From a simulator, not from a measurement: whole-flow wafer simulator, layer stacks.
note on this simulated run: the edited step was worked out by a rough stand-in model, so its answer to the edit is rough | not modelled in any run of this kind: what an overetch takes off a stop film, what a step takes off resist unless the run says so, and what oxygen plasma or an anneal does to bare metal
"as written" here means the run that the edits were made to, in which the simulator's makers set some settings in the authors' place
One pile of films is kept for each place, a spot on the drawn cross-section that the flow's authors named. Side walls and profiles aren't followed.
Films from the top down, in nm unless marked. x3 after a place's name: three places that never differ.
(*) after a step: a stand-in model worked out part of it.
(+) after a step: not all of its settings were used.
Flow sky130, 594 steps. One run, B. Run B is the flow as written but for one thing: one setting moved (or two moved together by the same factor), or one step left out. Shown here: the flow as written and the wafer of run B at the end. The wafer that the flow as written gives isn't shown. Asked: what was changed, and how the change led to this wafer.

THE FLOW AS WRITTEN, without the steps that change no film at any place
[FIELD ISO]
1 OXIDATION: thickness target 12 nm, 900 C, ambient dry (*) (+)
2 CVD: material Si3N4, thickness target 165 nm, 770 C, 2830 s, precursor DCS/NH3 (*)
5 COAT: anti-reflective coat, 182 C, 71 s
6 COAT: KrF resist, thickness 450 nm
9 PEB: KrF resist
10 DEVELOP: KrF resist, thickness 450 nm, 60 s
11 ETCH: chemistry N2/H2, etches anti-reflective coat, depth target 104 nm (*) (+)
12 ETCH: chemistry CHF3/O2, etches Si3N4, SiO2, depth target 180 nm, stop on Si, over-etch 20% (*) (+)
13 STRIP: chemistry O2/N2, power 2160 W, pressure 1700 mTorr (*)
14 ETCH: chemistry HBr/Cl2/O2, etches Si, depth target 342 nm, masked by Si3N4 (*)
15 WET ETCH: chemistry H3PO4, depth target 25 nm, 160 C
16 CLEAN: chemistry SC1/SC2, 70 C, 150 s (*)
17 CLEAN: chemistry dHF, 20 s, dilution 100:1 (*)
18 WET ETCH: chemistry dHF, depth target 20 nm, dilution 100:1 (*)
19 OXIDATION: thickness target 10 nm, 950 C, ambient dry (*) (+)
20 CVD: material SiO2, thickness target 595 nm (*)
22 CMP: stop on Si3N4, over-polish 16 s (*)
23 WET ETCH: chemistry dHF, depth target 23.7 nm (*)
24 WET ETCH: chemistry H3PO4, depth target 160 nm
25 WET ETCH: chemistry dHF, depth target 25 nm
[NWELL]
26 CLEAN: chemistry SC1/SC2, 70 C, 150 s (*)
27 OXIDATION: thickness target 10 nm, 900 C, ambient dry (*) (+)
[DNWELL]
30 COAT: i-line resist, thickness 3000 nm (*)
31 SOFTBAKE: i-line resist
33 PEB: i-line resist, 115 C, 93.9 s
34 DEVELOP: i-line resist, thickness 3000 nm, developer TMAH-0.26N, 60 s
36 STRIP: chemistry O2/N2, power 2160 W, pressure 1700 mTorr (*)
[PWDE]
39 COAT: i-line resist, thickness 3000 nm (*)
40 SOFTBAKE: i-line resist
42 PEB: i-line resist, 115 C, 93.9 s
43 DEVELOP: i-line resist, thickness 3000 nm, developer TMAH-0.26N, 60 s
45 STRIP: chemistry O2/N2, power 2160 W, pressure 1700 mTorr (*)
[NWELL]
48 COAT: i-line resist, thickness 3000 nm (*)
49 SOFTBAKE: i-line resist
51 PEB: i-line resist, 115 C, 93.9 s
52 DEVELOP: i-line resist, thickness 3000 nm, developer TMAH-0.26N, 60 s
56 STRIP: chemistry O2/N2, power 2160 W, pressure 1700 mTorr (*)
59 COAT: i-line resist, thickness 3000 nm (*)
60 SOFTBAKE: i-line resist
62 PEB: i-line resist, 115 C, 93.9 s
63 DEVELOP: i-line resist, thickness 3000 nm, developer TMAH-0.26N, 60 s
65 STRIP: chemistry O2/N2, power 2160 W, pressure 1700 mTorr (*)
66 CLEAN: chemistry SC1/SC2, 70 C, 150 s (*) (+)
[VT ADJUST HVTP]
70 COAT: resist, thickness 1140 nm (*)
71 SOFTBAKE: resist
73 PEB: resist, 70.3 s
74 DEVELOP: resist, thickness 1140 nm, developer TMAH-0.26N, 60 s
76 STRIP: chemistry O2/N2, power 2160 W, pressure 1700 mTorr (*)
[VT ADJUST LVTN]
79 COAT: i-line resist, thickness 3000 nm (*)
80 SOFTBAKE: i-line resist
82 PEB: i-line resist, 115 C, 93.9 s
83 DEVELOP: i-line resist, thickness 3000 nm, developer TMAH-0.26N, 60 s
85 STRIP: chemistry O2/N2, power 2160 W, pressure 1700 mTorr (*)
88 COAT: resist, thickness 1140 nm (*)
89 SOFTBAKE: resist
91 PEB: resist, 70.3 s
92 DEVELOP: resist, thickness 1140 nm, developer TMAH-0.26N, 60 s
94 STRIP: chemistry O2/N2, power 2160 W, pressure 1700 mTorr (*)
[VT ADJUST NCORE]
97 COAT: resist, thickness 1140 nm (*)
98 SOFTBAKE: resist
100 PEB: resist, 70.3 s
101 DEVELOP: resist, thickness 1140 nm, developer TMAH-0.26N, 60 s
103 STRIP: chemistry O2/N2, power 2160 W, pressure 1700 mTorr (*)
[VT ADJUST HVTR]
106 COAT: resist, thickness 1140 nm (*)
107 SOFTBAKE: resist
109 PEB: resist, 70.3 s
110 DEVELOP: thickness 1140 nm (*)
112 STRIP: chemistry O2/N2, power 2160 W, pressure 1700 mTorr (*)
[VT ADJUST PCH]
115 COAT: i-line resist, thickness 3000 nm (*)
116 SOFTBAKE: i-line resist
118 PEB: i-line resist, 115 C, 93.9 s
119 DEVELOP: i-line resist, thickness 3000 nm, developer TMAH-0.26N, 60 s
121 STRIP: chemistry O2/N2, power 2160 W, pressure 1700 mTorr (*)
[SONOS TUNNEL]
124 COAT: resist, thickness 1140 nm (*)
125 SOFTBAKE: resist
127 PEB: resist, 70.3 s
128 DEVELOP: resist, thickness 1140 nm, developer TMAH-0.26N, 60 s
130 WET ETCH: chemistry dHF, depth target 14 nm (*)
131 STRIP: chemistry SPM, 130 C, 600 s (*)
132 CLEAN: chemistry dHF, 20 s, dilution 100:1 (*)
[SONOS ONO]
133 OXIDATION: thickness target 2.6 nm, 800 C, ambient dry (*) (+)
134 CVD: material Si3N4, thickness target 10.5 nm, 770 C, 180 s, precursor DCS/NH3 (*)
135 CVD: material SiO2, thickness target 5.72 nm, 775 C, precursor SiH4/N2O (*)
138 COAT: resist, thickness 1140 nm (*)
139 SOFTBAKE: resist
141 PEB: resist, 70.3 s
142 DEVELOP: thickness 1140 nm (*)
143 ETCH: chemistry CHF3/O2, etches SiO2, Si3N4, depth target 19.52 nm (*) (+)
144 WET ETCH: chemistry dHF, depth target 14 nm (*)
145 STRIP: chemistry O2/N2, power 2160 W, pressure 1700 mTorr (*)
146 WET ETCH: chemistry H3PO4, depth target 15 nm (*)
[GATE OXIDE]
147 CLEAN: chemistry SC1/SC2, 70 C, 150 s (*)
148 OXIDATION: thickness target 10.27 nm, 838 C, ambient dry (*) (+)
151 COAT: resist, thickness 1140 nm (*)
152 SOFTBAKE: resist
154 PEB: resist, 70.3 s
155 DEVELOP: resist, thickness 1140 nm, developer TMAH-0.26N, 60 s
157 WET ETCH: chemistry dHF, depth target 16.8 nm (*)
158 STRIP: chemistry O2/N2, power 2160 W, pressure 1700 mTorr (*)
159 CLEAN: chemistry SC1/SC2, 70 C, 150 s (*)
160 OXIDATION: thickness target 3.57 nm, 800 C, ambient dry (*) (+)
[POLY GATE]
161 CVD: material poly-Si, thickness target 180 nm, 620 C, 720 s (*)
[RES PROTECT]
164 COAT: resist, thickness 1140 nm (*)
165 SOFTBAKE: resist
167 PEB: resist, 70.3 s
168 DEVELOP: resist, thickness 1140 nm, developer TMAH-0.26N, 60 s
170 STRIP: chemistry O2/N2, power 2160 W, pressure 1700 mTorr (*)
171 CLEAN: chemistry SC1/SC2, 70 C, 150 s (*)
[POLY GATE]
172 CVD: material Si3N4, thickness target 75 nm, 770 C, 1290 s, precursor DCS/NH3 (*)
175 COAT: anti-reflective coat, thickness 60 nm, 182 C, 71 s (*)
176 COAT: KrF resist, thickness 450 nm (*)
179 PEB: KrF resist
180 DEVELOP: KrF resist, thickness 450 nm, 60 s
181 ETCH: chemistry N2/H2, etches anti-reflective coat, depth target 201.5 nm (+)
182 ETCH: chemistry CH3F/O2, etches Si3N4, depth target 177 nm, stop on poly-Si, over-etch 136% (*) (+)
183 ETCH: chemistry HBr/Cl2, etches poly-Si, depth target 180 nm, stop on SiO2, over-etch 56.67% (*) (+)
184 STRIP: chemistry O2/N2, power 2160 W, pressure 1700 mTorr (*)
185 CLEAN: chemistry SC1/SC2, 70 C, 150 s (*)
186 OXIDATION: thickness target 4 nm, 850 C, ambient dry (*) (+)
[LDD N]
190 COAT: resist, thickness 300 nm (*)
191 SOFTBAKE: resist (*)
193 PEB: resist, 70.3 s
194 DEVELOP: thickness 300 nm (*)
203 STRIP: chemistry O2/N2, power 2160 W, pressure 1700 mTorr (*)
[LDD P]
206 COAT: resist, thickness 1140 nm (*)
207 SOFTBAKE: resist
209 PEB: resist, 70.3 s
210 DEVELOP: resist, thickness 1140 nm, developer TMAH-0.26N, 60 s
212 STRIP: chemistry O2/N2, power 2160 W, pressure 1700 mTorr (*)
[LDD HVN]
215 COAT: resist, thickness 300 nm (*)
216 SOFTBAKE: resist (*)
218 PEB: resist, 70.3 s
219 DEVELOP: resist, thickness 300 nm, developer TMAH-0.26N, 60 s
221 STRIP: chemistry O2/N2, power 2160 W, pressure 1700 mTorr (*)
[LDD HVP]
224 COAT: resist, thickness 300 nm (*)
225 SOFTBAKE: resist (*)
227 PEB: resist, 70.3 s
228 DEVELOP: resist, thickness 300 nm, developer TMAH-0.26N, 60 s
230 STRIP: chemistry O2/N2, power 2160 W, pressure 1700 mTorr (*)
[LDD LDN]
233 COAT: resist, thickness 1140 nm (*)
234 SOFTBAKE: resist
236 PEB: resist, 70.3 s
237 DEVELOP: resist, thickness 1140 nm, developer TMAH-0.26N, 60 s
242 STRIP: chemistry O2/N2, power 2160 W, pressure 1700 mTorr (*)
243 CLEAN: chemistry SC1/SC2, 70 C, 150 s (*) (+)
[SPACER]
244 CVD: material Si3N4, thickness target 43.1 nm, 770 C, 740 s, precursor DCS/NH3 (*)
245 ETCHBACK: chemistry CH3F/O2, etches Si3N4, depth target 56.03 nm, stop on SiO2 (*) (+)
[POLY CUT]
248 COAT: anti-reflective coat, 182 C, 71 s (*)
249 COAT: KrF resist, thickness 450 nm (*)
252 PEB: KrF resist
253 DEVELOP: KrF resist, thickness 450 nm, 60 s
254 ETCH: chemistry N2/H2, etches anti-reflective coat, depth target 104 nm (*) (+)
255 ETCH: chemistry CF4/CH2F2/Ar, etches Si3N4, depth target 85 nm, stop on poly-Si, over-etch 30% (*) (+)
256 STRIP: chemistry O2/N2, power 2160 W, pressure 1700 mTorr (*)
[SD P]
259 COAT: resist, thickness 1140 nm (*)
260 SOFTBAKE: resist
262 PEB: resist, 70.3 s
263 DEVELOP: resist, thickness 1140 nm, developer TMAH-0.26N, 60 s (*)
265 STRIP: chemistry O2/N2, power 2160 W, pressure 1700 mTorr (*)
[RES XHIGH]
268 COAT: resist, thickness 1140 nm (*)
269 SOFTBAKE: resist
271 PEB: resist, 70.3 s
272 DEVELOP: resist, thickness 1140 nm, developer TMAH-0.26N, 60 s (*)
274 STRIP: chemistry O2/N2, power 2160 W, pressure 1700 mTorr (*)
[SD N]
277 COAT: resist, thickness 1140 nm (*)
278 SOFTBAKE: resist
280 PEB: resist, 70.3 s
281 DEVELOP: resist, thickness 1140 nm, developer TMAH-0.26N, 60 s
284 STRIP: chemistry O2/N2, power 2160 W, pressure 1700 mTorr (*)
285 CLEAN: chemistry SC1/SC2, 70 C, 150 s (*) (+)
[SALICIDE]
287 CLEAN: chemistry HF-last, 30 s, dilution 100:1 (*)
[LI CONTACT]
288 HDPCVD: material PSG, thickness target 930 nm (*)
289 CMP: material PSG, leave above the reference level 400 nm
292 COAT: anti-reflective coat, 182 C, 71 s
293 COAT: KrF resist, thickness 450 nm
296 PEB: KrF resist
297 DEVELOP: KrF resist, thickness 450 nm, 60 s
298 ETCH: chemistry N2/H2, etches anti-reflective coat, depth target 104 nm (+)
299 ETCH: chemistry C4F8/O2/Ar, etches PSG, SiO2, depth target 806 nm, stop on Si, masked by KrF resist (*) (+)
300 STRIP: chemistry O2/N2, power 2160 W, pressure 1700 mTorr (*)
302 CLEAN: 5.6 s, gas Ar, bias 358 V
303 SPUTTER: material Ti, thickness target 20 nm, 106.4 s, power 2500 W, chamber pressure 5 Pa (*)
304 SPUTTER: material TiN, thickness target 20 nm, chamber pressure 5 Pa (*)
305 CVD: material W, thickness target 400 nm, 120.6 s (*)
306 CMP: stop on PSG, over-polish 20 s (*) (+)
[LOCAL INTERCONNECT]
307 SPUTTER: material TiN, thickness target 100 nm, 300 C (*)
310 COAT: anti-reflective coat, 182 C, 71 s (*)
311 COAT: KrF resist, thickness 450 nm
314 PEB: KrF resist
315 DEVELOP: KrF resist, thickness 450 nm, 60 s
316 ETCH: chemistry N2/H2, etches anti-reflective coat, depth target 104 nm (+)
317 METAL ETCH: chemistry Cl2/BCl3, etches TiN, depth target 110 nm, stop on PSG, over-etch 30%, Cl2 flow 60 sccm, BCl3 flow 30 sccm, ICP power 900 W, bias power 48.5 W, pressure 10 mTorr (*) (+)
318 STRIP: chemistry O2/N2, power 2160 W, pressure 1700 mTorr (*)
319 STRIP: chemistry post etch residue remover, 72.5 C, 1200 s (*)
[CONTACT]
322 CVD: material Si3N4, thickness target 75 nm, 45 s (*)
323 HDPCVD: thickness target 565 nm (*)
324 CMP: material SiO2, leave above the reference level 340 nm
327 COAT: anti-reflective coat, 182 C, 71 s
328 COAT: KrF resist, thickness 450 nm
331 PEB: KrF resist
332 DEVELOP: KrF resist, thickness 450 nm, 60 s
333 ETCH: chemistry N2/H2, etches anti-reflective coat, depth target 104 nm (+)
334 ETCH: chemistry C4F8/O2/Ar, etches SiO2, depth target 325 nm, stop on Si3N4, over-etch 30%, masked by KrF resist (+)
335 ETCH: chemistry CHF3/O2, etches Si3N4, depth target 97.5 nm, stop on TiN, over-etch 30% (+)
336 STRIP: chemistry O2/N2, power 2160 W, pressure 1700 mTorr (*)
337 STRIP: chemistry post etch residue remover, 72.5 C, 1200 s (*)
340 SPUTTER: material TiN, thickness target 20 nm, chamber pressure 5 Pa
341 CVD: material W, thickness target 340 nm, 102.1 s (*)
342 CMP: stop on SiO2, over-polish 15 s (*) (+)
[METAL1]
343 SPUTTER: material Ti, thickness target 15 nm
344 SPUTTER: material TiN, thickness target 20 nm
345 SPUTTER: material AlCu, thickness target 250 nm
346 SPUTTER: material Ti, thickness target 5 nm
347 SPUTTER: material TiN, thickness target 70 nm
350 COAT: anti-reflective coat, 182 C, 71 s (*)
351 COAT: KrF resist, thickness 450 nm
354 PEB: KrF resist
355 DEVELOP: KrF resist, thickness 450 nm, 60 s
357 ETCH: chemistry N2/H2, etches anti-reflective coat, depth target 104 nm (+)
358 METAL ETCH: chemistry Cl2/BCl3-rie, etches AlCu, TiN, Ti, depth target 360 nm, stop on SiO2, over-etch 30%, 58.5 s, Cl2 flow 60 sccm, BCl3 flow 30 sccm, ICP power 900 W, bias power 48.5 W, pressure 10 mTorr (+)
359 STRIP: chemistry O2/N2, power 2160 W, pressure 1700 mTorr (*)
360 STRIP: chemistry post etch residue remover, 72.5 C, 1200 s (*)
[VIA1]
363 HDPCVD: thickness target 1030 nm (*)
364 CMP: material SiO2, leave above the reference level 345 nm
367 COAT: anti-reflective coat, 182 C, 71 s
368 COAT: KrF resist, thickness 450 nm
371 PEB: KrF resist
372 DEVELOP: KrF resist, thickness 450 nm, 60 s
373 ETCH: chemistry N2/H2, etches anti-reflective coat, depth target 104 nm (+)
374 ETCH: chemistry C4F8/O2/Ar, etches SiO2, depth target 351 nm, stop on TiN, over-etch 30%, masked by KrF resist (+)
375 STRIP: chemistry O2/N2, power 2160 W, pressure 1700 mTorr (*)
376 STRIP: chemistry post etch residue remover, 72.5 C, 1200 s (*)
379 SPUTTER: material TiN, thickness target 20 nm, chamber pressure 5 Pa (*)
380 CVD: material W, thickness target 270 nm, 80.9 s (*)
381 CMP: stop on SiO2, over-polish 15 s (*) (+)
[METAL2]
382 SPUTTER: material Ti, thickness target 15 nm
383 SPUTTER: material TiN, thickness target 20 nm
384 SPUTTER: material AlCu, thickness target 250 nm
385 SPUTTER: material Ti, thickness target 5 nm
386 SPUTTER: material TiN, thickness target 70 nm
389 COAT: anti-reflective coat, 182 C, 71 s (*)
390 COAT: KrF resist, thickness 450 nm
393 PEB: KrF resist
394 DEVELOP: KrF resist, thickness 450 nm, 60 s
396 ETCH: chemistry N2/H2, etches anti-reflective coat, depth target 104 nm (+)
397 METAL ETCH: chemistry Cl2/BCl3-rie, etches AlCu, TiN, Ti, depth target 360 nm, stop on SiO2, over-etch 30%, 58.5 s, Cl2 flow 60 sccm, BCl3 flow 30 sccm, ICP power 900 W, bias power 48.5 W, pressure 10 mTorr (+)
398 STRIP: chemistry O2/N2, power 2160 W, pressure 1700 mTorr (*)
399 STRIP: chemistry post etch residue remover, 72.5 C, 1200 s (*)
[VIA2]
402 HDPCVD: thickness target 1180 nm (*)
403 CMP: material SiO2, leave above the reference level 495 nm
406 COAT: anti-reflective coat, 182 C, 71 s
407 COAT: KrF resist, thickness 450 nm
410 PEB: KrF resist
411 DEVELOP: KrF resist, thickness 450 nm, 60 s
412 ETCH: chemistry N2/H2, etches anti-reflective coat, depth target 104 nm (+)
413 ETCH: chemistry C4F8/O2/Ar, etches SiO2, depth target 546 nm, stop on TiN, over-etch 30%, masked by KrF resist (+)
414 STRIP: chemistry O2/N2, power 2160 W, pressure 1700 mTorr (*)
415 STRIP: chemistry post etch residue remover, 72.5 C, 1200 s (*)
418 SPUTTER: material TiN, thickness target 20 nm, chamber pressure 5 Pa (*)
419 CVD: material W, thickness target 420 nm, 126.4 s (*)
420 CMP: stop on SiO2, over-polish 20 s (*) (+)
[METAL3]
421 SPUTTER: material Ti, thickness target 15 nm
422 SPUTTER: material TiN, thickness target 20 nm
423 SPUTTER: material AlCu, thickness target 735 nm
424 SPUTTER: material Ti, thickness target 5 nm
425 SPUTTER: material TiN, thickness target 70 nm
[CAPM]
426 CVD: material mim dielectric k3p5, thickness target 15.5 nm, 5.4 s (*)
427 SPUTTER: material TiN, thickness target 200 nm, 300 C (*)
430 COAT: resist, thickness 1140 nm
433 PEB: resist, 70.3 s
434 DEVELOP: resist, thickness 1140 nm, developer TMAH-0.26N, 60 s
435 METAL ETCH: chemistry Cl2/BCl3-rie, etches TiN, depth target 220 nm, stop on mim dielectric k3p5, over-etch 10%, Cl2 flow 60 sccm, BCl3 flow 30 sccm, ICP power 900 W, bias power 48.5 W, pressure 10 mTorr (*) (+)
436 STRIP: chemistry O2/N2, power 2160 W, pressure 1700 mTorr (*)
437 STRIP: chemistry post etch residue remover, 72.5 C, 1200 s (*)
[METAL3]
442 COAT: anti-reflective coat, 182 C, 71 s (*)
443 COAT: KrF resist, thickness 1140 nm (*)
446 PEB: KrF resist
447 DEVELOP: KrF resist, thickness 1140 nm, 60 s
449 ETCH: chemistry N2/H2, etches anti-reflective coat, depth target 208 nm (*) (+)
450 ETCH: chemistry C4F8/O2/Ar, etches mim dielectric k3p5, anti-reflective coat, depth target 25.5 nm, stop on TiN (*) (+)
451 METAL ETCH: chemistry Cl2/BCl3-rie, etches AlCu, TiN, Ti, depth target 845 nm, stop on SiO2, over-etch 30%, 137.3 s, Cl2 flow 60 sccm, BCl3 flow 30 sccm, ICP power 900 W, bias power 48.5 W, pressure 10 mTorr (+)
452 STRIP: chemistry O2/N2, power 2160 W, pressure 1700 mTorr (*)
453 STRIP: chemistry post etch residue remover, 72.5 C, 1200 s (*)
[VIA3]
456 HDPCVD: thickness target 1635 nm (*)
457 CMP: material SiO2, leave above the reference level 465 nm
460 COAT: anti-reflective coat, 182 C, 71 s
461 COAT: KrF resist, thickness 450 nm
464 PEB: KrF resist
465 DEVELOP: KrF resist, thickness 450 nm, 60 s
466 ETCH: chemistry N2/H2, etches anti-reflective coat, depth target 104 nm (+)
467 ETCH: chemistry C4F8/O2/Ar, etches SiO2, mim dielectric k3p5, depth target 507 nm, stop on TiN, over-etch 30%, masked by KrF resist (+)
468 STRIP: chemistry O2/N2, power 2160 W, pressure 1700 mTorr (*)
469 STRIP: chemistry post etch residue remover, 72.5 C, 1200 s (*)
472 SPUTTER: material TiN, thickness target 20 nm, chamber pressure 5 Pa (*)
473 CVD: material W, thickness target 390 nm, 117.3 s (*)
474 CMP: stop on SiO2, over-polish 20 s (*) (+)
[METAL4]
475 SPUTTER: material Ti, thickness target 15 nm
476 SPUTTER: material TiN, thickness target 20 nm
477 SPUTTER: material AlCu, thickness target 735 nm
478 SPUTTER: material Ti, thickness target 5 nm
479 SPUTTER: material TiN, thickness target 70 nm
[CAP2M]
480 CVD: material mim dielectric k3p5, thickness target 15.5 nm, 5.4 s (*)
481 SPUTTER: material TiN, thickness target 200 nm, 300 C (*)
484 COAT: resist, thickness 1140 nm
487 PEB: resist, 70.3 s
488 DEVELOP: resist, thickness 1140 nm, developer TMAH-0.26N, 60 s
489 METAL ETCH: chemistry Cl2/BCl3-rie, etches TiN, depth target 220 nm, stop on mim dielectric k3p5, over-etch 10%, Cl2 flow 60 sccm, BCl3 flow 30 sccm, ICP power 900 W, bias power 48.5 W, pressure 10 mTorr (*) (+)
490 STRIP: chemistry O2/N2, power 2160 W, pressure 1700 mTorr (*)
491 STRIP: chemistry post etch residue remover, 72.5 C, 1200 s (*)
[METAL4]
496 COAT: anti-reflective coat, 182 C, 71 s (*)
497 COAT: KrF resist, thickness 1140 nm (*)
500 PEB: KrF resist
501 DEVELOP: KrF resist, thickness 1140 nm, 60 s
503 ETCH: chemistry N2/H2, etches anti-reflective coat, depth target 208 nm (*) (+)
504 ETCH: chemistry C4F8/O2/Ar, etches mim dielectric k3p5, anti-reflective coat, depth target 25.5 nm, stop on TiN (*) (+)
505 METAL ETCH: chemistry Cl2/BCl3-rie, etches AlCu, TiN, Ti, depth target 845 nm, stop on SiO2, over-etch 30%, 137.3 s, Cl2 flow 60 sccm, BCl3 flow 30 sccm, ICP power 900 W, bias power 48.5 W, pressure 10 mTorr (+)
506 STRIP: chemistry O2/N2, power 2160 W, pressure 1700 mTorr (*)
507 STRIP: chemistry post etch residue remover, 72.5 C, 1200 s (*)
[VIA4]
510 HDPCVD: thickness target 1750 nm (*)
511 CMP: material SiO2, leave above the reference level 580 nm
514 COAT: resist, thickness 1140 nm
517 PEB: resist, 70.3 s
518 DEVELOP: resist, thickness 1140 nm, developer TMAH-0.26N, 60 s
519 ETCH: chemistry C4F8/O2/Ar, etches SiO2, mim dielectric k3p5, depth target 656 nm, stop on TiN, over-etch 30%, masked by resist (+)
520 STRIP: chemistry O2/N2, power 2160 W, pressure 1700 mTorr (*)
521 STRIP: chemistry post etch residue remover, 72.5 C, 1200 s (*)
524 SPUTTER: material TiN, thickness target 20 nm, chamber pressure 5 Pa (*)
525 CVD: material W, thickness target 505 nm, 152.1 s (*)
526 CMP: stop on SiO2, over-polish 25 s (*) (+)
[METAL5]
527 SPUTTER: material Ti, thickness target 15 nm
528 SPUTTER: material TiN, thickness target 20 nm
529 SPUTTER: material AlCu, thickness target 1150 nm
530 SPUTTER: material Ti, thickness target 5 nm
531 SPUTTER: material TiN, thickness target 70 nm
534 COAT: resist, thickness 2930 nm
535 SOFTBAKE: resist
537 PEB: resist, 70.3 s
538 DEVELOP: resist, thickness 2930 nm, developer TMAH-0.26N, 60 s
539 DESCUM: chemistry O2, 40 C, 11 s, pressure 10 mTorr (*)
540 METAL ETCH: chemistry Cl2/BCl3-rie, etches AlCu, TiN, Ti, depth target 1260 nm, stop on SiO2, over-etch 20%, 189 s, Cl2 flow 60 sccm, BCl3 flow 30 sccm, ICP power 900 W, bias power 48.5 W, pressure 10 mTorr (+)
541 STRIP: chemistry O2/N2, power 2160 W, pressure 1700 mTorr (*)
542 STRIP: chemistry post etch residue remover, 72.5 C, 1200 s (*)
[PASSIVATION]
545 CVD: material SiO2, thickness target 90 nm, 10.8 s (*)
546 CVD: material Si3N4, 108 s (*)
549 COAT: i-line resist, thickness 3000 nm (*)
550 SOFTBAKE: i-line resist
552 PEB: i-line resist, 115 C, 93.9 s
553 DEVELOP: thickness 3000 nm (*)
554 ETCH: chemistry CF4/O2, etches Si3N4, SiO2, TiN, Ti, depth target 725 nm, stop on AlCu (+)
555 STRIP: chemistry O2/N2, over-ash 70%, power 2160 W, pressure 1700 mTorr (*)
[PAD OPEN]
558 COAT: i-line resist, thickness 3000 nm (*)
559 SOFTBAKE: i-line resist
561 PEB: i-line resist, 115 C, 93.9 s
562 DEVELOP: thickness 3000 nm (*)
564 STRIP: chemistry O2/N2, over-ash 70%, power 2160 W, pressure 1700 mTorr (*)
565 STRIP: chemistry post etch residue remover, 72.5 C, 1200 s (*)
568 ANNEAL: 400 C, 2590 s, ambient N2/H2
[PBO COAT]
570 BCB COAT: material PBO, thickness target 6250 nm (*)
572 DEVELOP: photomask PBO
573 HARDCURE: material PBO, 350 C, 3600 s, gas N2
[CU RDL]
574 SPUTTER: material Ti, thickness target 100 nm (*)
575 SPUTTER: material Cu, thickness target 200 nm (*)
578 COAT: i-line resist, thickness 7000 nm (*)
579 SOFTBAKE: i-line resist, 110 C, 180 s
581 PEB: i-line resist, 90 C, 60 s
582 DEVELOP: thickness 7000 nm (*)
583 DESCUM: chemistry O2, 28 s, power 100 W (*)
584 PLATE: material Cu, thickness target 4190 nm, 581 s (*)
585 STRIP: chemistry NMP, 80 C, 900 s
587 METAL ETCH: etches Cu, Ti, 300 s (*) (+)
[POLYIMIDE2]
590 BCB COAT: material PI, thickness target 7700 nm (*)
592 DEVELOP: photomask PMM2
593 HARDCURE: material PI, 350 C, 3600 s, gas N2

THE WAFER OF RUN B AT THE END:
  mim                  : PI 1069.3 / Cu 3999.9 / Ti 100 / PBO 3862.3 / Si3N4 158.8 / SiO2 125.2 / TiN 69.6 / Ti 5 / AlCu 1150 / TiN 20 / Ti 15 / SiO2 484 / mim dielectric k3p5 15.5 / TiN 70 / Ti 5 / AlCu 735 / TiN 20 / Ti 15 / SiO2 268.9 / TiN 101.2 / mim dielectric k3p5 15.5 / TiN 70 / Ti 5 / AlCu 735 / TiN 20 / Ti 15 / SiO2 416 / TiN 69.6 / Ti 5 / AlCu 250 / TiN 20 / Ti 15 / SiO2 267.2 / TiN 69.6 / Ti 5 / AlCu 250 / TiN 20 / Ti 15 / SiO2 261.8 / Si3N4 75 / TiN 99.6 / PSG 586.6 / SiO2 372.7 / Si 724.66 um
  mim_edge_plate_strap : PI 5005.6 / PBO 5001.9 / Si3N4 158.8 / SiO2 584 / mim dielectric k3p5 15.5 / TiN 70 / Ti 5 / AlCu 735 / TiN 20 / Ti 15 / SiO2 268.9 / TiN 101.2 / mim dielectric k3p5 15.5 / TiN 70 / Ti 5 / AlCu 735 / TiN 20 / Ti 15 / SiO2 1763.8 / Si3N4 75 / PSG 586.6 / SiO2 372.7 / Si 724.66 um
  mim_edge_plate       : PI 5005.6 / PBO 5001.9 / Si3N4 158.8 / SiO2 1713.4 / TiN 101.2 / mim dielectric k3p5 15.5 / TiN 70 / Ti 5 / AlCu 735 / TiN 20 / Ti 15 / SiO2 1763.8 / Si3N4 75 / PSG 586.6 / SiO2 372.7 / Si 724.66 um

The cause: step 427, SPUTTER: thickness target 102 nm was run, where the flow has thickness target 200 nm.

How the change led to this, step by step:
  427 SPUTTER: material TiN, thickness target 200 nm, 300 C (*)
      field, active, n_well and 188 more: TiN +102 (new film) (as written it would be: TiN +200 (new film))
  435 METAL ETCH: chemistry Cl2/BCl3-rie, etches TiN, depth target 220 nm, stop on mim dielectric k3p5, over-etch 10%, Cl2 flow 60 sccm, BCl3 flow 30 sccm, ICP power 900 W, bias power 48.5 W, pressure 10 mTorr (*) (+)
      field, active, n_well and 185 more: TiN -102 (all of it) (as written it would be: TiN -200 (all of it))
      mim, mim_edge_plate_strap, mim_edge_plate: resist -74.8 (as written it would be: resist -146.7)
  436 STRIP: chemistry O2/N2, power 2160 W, pressure 1700 mTorr (*)
      mim, mim_edge_plate_strap, mim_edge_plate: resist -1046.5 (all of it) (as written it would be: resist -974.6 (all of it))
  442 COAT: anti-reflective coat, 182 C, 71 s (*)
      poly_licon, rpo_hd_licon: anti-reflective coat +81 (new film) (as written it would be: anti-reflective coat +57.6 (new film))
      mim: anti-reflective coat +31.7 (new film) (as written it would be: anti-reflective coat +40.4 (new film))
      (and at 8 more places)
  443 COAT: KrF resist, thickness 1140 nm (*)
      mim_edge_plate_strap, mim_edge_plate: KrF resist +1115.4 (new film) (as written it would be: KrF resist +1017.4 (new film))
      poly_licon, rpo_hd_licon: KrF resist +1145 (new film) (as written it would be: KrF resist +1171.3 (new film))
      (and at 3 more places)
  447 DEVELOP: KrF resist, thickness 1140 nm, 60 s
      poly_licon, rpo_hd_licon: KrF resist -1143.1 (all of it) (as written it would be: KrF resist -1169.3 (all of it))
      rxpo_ln: KrF resist -1137.9 (all of it) (as written it would be: KrF resist -1165.6 (all of it))
  449 ETCH: chemistry N2/H2, etches anti-reflective coat, depth target 208 nm (*) (+)
      poly_licon, rpo_hd_licon: anti-reflective coat -81 (all of it) (as written it would be: anti-reflective coat -57.6 (all of it))
      rpo_hd: anti-reflective coat -77.6 (all of it) (as written it would be: anti-reflective coat -62 (all of it))
      (and at 2 more places)
  452 STRIP: chemistry O2/N2, power 2160 W, pressure 1700 mTorr (*)
      mim_edge_plate_strap, mim_edge_plate: KrF resist -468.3 (all of it), anti-reflective coat -3 (all of it) (as written it would be: KrF resist -370.5 (all of it), anti-reflective coat -3 (all of it))
      mim: KrF resist -457 (all of it), anti-reflective coat -31.7 (all of it) (as written it would be: KrF resist -378.7 (all of it), anti-reflective coat -40.4 (all of it))
      (and at 5 more places)
  457 CMP: material SiO2, leave above the reference level 465 nm
      mim, mim_edge_plate_strap, mim_edge_plate: SiO2 -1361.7 (as written it would be: SiO2 -1459.7)
